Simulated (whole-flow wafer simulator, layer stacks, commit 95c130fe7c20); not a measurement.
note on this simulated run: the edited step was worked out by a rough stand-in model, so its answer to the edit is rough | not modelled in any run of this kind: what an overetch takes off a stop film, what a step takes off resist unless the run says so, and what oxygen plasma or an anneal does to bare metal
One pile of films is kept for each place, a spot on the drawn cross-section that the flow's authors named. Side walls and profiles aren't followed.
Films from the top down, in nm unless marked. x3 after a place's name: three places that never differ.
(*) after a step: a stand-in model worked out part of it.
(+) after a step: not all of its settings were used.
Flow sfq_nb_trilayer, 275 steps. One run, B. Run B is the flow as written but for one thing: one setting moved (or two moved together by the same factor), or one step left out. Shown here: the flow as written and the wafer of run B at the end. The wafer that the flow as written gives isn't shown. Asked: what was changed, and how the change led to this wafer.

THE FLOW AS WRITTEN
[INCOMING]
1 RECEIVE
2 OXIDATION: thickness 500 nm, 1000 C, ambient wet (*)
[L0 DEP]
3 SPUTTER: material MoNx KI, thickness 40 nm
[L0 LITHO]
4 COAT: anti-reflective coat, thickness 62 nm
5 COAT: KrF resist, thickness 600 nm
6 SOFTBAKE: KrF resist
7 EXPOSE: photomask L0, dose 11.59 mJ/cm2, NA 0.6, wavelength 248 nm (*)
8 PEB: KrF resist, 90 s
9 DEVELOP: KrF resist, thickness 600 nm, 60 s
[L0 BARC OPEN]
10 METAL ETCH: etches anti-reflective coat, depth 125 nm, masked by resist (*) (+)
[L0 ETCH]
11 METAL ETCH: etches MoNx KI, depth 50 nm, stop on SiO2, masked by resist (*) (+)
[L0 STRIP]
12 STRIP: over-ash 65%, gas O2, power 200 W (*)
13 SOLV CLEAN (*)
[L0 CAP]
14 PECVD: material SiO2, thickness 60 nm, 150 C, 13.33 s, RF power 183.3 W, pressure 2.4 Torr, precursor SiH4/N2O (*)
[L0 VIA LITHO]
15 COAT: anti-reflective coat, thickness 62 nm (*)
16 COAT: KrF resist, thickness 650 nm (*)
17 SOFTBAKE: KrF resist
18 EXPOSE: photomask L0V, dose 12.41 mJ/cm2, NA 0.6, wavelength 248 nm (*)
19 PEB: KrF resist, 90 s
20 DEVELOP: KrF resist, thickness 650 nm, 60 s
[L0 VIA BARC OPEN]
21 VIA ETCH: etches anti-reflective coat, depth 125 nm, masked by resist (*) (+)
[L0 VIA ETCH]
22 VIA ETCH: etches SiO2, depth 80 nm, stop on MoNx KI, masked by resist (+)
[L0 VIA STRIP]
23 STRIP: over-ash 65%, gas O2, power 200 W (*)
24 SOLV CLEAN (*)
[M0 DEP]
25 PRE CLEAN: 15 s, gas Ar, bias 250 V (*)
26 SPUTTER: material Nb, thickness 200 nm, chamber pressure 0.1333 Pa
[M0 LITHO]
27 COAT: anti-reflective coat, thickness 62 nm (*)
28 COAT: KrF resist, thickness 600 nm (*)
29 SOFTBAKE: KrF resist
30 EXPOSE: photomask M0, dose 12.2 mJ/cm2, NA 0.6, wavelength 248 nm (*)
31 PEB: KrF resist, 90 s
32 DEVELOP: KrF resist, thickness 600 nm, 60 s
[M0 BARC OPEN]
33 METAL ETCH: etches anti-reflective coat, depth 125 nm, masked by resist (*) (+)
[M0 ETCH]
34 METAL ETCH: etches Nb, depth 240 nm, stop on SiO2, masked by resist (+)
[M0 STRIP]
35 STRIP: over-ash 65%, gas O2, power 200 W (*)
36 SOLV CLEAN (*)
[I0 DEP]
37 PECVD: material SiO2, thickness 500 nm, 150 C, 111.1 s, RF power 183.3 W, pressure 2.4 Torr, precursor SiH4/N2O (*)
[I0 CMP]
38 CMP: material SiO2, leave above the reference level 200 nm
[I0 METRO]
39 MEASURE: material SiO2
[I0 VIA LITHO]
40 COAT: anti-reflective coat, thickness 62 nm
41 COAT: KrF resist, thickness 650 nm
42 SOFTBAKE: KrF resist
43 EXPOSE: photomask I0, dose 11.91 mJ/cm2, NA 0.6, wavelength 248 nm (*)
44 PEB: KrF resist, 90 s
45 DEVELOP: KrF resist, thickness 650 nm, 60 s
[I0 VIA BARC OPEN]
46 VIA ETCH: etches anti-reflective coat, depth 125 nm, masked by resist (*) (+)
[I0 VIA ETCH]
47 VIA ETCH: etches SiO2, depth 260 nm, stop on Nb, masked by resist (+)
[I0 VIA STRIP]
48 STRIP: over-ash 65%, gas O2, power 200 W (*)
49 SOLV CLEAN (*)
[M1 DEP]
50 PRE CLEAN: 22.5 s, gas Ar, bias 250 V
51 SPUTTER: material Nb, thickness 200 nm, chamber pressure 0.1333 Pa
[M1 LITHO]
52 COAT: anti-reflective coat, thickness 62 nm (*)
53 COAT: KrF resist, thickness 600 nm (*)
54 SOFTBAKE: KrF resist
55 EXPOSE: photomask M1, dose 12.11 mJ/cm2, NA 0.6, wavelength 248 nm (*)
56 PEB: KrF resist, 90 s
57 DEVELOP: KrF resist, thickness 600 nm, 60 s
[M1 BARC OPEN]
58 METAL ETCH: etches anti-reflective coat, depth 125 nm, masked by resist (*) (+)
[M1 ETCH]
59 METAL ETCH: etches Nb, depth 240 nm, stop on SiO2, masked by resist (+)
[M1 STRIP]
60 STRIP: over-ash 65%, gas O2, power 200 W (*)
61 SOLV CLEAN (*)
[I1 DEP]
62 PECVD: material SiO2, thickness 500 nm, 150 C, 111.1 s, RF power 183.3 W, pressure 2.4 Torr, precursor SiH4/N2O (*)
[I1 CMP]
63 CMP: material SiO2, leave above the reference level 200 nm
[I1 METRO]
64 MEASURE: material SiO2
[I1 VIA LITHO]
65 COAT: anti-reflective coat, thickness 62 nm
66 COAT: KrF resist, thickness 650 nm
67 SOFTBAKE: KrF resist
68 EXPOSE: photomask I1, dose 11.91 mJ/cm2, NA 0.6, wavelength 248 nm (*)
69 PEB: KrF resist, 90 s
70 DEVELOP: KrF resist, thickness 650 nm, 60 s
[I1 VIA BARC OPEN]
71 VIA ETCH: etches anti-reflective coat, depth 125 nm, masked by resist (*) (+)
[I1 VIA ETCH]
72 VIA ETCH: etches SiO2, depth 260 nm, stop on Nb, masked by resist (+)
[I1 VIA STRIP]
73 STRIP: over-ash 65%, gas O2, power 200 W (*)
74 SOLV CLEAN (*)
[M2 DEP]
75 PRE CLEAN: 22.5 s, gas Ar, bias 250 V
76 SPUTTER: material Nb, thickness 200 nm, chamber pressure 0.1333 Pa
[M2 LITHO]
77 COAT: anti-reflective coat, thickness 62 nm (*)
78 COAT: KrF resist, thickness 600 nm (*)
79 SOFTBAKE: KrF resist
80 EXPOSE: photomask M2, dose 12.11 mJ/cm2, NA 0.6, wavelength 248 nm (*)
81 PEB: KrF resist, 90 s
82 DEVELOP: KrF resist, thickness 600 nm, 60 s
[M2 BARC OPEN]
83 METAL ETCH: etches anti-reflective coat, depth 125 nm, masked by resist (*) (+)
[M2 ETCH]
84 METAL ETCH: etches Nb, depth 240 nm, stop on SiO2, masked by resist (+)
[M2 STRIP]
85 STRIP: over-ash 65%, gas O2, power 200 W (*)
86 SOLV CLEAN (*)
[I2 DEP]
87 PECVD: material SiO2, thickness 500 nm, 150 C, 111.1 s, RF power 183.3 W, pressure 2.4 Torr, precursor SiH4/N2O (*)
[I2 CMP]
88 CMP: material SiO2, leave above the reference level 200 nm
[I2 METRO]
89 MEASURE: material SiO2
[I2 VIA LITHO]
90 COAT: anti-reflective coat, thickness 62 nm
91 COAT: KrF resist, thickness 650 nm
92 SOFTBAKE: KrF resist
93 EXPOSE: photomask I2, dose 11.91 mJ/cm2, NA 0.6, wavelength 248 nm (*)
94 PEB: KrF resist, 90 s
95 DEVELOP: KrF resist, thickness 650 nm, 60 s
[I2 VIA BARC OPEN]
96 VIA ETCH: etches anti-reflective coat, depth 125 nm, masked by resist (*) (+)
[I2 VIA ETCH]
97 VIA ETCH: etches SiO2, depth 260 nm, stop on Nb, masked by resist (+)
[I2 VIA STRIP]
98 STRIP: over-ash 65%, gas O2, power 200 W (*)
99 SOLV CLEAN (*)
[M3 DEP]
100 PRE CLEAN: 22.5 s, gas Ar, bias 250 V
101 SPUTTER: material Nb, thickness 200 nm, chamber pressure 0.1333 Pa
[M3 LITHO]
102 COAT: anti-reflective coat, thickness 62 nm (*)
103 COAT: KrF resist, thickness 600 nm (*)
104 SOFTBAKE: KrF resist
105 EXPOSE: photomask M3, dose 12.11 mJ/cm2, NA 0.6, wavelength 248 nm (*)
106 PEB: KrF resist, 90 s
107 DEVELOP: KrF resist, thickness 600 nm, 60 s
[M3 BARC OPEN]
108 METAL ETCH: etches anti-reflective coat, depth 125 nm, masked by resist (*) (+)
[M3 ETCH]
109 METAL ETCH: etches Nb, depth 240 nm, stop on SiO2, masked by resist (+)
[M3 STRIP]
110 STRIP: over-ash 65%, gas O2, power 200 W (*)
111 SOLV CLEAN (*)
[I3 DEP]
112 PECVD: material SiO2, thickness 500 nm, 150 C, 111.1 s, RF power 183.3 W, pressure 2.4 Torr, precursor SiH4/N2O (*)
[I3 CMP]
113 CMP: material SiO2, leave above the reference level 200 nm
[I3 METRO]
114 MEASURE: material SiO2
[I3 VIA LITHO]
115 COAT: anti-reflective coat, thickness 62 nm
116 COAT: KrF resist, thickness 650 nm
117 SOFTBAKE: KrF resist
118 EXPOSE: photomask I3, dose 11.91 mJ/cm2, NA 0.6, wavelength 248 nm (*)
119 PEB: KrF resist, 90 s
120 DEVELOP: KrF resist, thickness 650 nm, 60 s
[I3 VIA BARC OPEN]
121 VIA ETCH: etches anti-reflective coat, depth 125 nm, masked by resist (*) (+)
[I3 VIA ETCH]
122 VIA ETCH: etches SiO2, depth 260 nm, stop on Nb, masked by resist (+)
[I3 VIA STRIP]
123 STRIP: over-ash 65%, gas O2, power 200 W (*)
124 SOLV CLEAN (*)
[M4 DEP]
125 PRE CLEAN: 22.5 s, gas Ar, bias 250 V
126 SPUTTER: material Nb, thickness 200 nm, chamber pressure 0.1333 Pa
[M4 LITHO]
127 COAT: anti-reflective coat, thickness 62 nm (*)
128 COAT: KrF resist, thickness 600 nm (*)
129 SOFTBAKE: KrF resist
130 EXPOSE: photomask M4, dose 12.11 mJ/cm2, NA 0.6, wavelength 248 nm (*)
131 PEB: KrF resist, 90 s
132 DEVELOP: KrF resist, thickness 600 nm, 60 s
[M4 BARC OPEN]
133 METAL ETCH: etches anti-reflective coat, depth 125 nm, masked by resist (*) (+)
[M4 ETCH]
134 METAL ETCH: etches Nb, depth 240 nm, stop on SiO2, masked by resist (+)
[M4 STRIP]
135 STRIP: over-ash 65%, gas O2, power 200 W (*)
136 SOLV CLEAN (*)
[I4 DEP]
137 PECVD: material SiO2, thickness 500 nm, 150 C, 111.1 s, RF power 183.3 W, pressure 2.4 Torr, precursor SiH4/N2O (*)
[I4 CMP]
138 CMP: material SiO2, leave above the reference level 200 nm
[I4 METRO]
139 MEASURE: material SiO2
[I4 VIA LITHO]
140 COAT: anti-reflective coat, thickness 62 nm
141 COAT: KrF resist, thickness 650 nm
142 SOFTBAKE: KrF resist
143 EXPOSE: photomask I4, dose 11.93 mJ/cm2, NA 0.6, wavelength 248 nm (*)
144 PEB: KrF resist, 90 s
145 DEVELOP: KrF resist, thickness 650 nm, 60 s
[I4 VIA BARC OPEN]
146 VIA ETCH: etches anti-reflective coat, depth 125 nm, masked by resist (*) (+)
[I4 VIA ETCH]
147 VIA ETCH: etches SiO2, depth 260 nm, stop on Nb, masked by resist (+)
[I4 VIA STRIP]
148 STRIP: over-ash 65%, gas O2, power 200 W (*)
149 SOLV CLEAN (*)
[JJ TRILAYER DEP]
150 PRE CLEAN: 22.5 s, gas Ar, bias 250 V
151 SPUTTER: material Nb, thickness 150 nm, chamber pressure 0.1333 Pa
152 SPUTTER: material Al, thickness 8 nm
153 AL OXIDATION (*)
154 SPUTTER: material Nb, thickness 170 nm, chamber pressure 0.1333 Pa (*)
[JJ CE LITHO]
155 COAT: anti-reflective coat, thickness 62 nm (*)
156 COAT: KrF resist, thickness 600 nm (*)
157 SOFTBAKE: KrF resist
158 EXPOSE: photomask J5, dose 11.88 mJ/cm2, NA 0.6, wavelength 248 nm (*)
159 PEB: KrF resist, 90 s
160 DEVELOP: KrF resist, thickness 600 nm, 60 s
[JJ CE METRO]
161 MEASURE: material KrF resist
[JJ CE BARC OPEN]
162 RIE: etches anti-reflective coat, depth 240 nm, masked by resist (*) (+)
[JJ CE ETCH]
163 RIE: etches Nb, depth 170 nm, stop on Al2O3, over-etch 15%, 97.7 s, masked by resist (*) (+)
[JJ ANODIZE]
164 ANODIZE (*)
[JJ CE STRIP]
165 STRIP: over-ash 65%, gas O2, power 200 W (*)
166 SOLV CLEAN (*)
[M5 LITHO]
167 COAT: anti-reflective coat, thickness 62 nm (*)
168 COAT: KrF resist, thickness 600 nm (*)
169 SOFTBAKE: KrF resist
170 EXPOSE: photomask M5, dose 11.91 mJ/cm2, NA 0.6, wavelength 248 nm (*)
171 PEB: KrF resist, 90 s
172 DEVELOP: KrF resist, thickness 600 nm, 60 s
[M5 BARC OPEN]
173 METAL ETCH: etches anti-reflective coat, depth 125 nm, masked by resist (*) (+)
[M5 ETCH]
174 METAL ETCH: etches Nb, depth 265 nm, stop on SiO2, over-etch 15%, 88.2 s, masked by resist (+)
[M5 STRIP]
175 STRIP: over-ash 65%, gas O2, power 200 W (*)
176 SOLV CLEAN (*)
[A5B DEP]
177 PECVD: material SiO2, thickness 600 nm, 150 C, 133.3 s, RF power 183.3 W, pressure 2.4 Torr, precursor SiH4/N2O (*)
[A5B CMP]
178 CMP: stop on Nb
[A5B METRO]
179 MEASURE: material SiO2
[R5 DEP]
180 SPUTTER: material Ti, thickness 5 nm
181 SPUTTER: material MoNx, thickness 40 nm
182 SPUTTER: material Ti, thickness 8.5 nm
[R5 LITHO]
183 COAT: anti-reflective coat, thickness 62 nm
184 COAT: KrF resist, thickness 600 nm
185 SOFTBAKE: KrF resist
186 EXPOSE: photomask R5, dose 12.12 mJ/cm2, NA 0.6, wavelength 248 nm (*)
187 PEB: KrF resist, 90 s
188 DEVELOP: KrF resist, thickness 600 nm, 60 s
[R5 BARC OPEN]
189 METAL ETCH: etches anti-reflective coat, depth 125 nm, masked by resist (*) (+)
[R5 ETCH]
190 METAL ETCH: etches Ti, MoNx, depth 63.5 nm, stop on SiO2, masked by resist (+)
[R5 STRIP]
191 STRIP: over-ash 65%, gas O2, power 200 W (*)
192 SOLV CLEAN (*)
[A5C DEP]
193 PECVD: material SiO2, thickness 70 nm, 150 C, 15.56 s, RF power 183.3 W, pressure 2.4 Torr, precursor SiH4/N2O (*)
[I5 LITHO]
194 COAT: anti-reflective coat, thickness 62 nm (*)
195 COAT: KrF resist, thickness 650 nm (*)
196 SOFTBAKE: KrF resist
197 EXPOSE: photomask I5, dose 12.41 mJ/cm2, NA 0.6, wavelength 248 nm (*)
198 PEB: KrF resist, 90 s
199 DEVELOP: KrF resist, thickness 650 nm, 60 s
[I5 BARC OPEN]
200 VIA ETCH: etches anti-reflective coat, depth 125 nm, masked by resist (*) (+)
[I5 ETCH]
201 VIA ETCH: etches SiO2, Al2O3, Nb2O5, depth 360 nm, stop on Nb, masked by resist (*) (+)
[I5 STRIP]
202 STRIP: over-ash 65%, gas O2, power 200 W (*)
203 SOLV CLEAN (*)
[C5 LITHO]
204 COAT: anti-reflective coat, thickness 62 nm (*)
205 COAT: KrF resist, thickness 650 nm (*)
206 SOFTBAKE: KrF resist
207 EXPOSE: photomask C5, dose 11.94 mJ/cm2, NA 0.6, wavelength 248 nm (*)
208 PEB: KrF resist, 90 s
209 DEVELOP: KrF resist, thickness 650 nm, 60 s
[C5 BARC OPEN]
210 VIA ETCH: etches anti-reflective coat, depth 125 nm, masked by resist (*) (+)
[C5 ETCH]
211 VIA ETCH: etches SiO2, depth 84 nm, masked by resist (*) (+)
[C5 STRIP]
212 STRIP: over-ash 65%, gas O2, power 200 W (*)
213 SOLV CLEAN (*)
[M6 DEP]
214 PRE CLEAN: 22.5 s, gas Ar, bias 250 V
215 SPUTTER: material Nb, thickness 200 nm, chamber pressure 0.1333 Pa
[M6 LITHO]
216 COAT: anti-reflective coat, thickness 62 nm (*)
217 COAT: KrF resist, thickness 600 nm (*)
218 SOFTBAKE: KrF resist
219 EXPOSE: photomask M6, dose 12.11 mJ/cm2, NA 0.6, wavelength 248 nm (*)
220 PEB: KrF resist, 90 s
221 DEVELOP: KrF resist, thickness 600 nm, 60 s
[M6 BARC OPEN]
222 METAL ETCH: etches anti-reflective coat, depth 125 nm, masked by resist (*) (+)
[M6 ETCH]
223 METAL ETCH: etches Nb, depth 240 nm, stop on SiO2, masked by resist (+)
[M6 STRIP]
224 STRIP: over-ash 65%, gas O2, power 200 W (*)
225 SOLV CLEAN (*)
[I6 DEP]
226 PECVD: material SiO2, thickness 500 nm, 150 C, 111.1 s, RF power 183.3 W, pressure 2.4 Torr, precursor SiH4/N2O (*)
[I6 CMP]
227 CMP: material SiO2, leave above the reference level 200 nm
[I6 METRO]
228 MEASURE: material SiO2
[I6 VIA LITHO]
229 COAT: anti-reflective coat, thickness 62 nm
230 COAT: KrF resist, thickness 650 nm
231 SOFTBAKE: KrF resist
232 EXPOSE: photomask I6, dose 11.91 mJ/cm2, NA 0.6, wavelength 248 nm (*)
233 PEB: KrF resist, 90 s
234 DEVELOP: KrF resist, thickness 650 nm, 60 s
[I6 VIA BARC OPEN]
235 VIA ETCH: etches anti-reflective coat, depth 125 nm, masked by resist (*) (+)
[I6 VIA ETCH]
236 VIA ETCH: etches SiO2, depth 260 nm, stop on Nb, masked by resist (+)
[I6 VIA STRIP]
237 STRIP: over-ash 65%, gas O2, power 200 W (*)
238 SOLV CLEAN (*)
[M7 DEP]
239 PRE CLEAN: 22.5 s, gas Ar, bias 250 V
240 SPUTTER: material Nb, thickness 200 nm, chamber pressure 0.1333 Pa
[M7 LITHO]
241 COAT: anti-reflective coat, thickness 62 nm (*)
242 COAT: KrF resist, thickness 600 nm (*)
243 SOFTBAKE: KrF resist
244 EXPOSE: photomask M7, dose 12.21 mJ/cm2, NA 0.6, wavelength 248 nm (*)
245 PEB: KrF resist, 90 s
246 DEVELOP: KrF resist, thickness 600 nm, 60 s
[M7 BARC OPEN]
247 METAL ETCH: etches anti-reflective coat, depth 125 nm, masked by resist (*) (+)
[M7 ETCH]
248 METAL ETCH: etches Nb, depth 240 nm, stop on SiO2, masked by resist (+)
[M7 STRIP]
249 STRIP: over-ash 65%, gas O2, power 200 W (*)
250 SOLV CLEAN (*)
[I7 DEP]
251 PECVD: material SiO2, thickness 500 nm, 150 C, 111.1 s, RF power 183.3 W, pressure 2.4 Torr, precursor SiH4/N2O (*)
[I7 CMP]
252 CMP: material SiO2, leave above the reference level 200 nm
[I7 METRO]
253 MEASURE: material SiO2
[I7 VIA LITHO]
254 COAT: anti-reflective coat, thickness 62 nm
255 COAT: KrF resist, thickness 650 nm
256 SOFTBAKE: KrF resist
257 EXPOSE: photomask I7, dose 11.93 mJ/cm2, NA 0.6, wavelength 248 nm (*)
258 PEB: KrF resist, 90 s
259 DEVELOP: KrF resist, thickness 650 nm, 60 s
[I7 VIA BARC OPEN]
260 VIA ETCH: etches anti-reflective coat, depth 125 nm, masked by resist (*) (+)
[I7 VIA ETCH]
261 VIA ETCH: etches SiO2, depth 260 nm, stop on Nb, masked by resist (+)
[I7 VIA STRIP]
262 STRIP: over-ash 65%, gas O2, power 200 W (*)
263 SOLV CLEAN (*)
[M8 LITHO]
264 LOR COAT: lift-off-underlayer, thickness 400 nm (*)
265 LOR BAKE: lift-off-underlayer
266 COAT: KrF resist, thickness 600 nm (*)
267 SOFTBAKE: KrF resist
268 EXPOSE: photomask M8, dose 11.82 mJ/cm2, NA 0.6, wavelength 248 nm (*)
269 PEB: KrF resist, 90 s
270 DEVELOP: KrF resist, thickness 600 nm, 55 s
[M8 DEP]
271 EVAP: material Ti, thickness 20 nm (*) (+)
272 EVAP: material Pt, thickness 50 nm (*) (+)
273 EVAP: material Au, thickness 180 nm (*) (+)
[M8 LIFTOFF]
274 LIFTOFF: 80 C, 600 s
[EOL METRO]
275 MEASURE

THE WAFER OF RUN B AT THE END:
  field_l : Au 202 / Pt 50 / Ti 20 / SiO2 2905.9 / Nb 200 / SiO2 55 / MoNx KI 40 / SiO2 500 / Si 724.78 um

The cause: step 273, EVAP: thickness 202 nm was run, where the flow has thickness 180 nm.
It can be read off the wafer: field_l has Au 202, and step 273 as written asks for 180 nm.

How the change led to this, step by step:
  273 EVAP: material Au, thickness 180 nm (*) (+)
      field_l, v_sur, via_wl and 103 more: Au +202 (new film) (as written it would be: Au +180 (new film))
  274 LIFTOFF: 80 C, 600 s
      p4_fl, p4_fm, p4_w1 and 71 more: Au -202 (all of it), Pt -50 (all of it), Ti -20 (all of it), KrF resist -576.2 (all of it), lift-off-underlayer -400 (all of it) (as written it would be: Au -180 (all of it), Pt -50 (all of it), Ti -20 (all of it), KrF resist -576.2 (all of it), lift-off-underlayer -400 (all of it))
      c5j, ce_r: Au -202 (all of it), Pt -50 (all of it), Ti -20 (all of it), KrF resist -573.3 (all of it), lift-off-underlayer -399.3 (all of it) (as written it would be: Au -180 (all of it), Pt -50 (all of it), Ti -20 (all of it), KrF resist -573.3 (all of it), lift-off-underlayer -399.3 (all of it))
      (and at 19 more places)
